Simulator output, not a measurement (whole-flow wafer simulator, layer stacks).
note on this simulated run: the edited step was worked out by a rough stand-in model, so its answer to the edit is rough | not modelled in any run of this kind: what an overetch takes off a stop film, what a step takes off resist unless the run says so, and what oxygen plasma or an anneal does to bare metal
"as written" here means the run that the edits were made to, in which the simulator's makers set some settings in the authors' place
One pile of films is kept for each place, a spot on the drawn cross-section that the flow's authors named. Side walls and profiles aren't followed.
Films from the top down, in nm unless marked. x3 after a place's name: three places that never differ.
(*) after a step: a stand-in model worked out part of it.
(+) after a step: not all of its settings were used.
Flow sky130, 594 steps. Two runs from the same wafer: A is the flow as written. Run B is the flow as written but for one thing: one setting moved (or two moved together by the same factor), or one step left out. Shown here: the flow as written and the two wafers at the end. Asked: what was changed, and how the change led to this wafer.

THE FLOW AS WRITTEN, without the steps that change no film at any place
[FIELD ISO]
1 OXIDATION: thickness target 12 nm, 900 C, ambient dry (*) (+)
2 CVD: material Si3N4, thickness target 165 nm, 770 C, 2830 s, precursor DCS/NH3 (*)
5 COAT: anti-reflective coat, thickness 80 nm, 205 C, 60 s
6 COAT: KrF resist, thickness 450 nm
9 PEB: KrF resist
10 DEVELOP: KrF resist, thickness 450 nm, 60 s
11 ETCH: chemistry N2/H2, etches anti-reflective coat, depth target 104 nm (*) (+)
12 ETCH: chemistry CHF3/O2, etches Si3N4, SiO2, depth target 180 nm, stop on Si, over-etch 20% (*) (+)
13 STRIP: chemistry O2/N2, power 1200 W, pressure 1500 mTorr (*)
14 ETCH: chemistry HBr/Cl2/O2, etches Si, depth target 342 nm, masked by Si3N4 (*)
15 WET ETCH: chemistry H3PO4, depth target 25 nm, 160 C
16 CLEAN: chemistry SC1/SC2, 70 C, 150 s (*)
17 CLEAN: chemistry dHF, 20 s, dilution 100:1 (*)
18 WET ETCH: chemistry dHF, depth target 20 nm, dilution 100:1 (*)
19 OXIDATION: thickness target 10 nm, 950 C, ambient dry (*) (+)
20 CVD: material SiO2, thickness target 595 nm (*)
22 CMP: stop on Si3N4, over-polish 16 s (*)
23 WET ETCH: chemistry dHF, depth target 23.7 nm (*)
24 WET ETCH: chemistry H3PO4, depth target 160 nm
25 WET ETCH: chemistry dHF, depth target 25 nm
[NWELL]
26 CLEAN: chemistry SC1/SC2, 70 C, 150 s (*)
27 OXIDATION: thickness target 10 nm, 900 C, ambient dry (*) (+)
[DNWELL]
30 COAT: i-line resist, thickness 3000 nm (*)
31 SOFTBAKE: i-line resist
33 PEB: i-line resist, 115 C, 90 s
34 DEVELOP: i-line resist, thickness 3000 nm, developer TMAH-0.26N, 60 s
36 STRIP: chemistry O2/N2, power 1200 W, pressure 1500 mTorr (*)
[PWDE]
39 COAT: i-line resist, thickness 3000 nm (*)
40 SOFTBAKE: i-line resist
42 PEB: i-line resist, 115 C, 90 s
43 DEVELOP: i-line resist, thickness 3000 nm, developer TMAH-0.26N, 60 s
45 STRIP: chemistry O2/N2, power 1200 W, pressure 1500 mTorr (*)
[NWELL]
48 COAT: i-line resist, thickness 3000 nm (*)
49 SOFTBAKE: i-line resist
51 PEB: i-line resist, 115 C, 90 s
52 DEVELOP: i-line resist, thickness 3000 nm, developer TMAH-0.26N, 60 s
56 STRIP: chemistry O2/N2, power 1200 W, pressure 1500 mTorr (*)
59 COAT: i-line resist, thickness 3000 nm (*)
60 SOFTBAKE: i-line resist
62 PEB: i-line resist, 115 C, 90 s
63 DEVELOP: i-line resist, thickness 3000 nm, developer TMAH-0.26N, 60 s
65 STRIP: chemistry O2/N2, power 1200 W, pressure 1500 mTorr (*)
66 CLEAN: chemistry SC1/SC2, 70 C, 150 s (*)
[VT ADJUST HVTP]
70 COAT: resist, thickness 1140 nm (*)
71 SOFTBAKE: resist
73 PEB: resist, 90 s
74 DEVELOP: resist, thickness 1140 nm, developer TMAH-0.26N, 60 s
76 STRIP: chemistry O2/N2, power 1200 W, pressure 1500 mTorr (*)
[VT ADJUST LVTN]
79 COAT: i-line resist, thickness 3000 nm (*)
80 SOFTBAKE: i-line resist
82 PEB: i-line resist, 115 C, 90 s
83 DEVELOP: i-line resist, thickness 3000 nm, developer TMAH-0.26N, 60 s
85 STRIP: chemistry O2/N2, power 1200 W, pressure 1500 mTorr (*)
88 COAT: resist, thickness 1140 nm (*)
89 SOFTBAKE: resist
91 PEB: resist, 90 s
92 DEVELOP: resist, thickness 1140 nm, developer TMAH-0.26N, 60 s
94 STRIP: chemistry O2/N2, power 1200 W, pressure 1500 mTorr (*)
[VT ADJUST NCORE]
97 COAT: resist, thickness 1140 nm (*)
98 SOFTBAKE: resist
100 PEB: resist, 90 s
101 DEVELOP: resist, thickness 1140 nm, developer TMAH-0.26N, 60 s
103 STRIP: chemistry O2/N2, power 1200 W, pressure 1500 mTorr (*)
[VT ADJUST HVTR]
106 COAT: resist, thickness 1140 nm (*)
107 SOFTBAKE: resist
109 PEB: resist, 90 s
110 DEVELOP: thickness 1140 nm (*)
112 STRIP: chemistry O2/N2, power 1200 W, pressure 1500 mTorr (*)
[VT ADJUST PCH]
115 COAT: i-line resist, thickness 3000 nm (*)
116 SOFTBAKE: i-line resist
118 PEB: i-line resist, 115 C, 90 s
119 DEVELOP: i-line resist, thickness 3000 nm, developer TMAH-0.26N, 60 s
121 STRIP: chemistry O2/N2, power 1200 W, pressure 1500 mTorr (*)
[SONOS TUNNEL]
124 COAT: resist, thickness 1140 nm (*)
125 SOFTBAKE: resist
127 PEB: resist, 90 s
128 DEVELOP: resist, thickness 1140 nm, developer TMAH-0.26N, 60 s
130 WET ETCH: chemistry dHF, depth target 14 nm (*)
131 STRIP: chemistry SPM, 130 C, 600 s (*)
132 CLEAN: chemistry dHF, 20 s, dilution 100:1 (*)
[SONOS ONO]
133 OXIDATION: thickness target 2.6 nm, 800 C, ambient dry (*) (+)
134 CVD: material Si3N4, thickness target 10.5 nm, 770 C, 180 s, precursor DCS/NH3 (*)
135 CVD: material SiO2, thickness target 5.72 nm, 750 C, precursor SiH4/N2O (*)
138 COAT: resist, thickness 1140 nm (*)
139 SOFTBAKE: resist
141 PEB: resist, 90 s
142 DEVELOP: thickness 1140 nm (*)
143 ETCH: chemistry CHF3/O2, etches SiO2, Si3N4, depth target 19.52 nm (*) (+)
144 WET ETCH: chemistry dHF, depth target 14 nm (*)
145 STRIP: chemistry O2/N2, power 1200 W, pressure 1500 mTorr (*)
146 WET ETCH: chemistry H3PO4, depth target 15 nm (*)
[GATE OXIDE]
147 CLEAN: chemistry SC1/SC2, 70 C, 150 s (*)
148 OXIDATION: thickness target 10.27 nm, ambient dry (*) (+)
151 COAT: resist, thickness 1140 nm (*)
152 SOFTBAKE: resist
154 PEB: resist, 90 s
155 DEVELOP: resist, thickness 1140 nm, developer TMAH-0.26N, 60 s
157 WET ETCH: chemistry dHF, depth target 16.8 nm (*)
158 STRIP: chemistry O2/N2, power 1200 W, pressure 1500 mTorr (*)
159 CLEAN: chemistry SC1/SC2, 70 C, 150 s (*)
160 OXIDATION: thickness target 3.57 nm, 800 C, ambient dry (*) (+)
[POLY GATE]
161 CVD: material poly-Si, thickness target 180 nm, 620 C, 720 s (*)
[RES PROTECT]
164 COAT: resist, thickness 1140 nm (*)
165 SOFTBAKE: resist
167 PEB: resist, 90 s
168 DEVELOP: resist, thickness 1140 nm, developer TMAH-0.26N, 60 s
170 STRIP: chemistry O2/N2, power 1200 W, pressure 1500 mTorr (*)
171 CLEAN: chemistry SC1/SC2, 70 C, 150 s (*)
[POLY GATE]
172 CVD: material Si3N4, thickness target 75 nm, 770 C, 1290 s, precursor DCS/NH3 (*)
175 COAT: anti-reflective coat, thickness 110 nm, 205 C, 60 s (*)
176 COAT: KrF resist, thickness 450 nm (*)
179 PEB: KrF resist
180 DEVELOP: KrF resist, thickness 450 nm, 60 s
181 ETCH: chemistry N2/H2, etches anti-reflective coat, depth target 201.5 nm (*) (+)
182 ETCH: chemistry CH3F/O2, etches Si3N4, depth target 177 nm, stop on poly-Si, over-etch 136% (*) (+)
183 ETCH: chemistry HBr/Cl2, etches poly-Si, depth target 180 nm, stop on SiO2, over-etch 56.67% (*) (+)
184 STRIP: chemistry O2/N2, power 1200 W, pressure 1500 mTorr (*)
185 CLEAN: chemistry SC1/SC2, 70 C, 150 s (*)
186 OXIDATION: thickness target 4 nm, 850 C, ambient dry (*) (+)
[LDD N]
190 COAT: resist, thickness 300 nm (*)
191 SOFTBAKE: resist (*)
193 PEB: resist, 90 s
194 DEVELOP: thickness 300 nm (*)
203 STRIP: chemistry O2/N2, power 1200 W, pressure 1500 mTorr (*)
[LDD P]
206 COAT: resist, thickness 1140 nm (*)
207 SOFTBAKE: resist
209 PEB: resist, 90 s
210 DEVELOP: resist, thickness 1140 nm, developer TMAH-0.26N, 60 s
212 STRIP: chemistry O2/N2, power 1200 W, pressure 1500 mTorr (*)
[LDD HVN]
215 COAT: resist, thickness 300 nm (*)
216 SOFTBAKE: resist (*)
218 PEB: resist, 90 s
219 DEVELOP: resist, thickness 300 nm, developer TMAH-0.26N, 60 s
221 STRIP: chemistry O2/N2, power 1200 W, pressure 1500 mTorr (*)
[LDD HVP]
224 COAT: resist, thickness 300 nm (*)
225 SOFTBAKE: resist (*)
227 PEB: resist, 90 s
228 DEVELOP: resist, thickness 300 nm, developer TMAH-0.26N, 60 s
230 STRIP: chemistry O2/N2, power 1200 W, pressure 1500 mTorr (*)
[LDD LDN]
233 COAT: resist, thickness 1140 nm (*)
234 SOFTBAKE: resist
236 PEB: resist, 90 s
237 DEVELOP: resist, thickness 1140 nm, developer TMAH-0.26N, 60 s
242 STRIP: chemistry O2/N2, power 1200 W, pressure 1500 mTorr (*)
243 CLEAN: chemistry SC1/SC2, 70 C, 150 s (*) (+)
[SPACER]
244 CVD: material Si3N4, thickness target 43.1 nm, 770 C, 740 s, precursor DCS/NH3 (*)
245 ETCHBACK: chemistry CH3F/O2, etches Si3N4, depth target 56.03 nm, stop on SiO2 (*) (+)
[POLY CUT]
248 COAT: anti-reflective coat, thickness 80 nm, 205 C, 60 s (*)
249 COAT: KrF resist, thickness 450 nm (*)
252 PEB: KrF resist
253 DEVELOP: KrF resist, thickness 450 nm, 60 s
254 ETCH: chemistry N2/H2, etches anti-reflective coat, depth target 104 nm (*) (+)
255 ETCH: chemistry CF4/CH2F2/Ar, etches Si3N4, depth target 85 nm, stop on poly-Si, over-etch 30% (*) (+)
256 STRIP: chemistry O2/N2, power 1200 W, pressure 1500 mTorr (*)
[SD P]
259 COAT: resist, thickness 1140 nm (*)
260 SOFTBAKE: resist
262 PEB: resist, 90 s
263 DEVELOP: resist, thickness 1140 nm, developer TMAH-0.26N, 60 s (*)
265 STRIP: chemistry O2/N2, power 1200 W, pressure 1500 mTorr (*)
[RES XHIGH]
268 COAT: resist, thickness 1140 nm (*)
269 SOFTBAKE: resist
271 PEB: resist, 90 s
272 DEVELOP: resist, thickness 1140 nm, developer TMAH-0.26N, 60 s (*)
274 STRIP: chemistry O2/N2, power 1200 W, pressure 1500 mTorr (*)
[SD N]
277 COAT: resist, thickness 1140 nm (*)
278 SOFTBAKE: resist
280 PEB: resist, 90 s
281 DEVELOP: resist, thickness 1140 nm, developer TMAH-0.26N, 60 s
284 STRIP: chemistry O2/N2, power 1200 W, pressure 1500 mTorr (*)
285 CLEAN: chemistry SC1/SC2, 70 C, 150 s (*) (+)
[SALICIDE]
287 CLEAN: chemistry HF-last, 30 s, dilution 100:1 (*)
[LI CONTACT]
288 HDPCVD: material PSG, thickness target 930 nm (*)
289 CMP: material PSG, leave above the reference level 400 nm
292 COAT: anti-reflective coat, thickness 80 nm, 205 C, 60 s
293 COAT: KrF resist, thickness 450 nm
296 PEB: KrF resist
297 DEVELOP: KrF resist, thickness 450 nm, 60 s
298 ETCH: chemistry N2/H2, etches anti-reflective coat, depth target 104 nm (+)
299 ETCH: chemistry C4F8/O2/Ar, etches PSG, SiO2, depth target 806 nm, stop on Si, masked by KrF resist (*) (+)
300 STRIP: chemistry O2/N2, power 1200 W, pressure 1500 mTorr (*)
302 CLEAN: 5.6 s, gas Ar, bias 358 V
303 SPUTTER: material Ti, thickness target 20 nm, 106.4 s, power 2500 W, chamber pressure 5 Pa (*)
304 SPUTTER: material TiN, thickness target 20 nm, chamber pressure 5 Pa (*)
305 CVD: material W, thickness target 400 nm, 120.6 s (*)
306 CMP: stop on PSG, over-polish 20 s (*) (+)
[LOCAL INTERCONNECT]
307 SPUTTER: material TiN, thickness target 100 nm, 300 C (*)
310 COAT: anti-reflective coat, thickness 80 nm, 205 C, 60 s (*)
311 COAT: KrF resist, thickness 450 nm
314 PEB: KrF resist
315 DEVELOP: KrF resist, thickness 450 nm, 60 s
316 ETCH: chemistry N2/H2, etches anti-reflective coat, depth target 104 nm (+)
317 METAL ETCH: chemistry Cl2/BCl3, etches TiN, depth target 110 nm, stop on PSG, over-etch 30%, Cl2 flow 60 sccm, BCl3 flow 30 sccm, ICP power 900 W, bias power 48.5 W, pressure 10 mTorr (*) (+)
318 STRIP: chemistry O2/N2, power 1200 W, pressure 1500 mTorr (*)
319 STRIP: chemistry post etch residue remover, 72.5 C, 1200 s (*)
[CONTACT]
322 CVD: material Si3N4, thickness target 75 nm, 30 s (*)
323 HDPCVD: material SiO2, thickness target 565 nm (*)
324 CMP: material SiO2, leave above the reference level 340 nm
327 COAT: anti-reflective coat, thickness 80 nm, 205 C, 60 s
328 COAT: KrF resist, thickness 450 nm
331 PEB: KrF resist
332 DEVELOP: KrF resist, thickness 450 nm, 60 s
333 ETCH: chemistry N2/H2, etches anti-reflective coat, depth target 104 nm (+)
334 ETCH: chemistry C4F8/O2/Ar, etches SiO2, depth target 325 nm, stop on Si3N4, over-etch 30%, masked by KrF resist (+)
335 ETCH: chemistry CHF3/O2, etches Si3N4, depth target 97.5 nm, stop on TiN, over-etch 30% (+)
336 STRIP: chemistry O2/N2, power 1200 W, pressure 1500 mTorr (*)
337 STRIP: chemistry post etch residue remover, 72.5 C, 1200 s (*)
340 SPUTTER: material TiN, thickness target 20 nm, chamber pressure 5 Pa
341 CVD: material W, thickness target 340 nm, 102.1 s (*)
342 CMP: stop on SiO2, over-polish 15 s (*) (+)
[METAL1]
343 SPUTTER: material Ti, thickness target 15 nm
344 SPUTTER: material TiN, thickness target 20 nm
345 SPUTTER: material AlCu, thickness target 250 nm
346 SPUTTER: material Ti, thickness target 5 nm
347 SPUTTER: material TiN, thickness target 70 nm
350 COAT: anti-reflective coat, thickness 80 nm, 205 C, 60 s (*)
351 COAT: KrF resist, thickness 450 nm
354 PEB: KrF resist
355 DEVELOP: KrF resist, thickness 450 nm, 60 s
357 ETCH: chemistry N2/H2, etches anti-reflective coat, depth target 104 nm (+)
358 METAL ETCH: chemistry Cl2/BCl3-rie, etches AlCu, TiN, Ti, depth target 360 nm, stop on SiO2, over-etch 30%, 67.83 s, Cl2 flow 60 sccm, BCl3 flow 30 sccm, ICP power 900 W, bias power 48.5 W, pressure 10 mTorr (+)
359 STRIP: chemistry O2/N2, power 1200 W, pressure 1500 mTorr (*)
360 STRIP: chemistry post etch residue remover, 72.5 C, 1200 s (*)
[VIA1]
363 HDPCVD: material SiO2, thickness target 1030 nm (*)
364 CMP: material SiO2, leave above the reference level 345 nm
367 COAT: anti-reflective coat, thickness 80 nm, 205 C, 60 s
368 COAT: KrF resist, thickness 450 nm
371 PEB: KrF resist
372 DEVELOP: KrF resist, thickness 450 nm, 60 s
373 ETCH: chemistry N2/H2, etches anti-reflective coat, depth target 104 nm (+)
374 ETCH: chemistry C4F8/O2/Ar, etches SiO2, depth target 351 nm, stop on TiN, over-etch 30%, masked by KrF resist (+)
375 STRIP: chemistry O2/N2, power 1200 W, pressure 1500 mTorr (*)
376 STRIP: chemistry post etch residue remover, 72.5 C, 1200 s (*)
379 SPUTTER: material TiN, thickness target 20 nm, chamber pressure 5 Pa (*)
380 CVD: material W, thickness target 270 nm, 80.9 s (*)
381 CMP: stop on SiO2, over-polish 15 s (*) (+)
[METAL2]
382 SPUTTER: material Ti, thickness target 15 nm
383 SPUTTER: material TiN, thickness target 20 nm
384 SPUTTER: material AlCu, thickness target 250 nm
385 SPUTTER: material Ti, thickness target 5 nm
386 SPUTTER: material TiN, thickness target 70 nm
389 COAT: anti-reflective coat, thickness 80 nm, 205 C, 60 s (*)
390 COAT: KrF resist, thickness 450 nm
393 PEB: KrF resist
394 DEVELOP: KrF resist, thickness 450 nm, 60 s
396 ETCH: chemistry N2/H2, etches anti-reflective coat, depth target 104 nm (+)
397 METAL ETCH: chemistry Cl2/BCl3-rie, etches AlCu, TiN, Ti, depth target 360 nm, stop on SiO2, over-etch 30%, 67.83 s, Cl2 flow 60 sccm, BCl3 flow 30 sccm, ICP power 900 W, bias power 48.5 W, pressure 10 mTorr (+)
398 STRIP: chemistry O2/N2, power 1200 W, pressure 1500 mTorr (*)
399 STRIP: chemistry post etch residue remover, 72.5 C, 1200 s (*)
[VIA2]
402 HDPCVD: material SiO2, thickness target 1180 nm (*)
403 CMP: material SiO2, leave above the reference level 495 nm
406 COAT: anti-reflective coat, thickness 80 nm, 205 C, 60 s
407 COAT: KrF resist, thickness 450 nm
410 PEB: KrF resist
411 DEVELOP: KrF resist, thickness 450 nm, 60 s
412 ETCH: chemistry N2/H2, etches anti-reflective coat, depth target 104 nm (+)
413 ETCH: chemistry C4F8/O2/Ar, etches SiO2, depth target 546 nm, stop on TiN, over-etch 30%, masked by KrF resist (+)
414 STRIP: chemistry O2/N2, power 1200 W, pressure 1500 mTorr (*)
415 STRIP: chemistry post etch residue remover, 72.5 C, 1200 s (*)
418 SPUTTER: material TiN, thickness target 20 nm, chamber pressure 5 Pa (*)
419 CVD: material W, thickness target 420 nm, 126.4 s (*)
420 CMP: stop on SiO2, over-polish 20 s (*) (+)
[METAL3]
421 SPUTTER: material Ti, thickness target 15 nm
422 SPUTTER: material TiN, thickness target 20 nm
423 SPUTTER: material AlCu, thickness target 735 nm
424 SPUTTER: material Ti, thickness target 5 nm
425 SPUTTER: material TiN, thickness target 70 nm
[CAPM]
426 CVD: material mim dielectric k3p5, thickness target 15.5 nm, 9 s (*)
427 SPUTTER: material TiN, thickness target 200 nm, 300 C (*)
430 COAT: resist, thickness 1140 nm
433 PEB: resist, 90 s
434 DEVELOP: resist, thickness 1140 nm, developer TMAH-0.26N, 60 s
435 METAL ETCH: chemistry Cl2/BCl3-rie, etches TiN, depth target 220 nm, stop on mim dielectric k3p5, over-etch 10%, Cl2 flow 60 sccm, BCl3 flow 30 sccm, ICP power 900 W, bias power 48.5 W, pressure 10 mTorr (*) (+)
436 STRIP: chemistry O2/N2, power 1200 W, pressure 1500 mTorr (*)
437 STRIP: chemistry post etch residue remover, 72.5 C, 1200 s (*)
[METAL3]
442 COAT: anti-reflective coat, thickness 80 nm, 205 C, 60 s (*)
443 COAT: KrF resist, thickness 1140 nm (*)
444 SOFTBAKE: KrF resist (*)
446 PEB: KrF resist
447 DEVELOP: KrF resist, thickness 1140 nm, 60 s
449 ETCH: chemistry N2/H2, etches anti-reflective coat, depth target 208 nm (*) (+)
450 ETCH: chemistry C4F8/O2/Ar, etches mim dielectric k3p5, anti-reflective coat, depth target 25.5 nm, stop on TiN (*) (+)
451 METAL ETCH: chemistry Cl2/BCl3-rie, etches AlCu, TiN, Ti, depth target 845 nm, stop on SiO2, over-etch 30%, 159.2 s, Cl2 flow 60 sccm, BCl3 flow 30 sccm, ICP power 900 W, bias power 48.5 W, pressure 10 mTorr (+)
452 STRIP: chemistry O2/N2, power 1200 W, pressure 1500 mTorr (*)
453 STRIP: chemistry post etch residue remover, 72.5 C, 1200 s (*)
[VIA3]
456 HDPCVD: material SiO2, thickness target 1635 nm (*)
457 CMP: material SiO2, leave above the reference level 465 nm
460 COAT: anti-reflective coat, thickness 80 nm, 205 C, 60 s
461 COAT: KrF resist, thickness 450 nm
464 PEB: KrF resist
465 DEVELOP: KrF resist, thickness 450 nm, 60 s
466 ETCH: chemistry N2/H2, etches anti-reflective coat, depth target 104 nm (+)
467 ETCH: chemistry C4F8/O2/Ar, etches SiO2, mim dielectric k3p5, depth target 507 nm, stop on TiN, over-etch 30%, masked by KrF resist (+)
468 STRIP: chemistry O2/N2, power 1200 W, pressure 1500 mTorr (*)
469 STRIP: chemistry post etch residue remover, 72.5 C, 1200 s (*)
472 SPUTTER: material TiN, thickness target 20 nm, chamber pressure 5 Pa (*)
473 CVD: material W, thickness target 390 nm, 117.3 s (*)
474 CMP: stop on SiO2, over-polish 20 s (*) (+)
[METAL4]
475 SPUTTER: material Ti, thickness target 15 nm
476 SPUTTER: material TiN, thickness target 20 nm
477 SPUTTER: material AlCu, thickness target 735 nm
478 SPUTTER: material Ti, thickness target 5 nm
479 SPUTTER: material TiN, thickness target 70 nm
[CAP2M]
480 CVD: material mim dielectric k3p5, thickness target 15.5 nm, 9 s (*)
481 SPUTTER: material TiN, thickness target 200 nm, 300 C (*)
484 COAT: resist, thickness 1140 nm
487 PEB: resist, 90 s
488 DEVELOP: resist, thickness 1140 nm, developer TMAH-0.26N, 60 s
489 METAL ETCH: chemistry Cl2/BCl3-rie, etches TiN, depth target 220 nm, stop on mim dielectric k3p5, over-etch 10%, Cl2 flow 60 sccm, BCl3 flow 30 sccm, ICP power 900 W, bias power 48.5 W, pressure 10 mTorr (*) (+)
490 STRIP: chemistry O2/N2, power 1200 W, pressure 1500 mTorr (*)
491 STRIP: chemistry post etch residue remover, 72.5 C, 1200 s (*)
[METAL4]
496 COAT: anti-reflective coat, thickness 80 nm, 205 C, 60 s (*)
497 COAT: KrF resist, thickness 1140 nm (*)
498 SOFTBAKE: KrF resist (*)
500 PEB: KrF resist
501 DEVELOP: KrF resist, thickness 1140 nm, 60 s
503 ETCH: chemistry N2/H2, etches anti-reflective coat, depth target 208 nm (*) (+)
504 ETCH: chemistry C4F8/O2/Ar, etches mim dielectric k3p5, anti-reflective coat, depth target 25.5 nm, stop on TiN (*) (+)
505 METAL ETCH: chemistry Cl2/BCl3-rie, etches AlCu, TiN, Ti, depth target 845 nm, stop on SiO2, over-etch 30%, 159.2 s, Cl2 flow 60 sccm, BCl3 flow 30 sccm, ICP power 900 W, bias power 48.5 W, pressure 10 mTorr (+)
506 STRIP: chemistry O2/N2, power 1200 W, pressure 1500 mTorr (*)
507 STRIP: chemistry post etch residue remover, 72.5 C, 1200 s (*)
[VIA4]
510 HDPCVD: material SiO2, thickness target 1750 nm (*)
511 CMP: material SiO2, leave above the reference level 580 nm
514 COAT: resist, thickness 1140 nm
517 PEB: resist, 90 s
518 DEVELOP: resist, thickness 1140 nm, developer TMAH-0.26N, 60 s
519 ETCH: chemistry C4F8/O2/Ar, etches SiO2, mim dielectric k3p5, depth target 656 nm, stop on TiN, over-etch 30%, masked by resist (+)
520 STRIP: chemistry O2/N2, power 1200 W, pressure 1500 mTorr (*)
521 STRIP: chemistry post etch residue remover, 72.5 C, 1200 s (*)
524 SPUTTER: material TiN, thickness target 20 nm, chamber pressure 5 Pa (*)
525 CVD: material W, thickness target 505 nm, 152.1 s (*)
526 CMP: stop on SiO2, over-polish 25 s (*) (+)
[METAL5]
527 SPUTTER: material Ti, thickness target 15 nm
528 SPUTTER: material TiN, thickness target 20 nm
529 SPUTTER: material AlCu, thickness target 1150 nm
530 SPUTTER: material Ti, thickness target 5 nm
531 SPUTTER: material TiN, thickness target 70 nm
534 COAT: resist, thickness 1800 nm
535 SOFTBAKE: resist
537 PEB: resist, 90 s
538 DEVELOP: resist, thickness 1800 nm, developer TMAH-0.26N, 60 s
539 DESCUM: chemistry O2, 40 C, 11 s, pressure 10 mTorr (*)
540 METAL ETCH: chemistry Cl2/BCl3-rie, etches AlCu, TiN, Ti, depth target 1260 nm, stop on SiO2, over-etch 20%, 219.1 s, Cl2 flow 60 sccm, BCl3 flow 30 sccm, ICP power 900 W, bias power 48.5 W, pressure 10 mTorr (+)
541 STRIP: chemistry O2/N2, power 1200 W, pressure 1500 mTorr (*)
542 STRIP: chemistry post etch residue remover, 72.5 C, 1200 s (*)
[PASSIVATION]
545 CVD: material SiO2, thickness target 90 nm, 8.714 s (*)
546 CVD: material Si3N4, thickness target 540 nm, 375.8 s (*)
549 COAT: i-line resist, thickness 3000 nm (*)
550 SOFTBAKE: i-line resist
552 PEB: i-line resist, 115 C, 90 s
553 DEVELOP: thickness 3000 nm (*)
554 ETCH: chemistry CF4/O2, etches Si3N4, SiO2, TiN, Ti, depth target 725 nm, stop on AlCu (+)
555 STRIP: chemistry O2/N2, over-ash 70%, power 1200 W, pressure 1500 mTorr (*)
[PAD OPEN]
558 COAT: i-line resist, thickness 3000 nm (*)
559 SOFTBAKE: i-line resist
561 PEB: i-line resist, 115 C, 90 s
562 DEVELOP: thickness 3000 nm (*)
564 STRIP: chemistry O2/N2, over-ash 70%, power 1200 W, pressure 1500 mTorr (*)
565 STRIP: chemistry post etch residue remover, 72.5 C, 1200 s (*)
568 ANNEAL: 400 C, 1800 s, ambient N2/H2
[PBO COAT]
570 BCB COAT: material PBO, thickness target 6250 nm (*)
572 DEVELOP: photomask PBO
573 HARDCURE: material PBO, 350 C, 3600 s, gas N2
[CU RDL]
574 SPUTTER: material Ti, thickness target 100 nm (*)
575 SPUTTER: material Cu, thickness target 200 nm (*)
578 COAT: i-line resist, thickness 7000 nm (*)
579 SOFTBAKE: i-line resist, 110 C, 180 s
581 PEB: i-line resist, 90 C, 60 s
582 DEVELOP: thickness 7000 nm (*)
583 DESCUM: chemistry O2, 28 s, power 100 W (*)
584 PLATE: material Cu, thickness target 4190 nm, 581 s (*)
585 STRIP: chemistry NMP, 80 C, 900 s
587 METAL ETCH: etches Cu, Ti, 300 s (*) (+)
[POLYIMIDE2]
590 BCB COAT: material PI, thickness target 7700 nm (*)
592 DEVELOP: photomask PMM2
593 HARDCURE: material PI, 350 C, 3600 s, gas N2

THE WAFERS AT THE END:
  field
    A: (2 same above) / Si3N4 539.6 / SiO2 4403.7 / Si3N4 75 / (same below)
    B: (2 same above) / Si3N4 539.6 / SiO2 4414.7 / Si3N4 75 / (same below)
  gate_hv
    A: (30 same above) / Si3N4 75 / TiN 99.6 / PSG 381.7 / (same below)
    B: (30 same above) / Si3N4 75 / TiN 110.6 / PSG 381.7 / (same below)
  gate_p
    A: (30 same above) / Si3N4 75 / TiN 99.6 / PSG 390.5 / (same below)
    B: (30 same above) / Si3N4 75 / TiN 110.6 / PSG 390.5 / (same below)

The cause: step 307, SPUTTER: thickness target 111 nm was run, where the flow has thickness target 100 nm.

How the change led to this, step by step:
  307 SPUTTER: material TiN, thickness target 100 nm, 300 C (*)
      field, active, n_well and 188 more: A TiN +100 (new film) | B TiN +111 (new film)
  317 METAL ETCH: chemistry Cl2/BCl3, etches TiN, depth target 110 nm, stop on PSG, over-etch 30%, Cl2 flow 60 sccm, BCl3 flow 30 sccm, ICP power 900 W, bias power 48.5 W, pressure 10 mTorr (*) (+)
      field, active, gate and 88 more: A TiN -98.7 (all of it) | B TiN -109.7 (all of it)
  324 CMP: material SiO2, leave above the reference level 340 nm
      field, active, gate and 88 more: A SiO2 -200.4 | B SiO2 -189.4
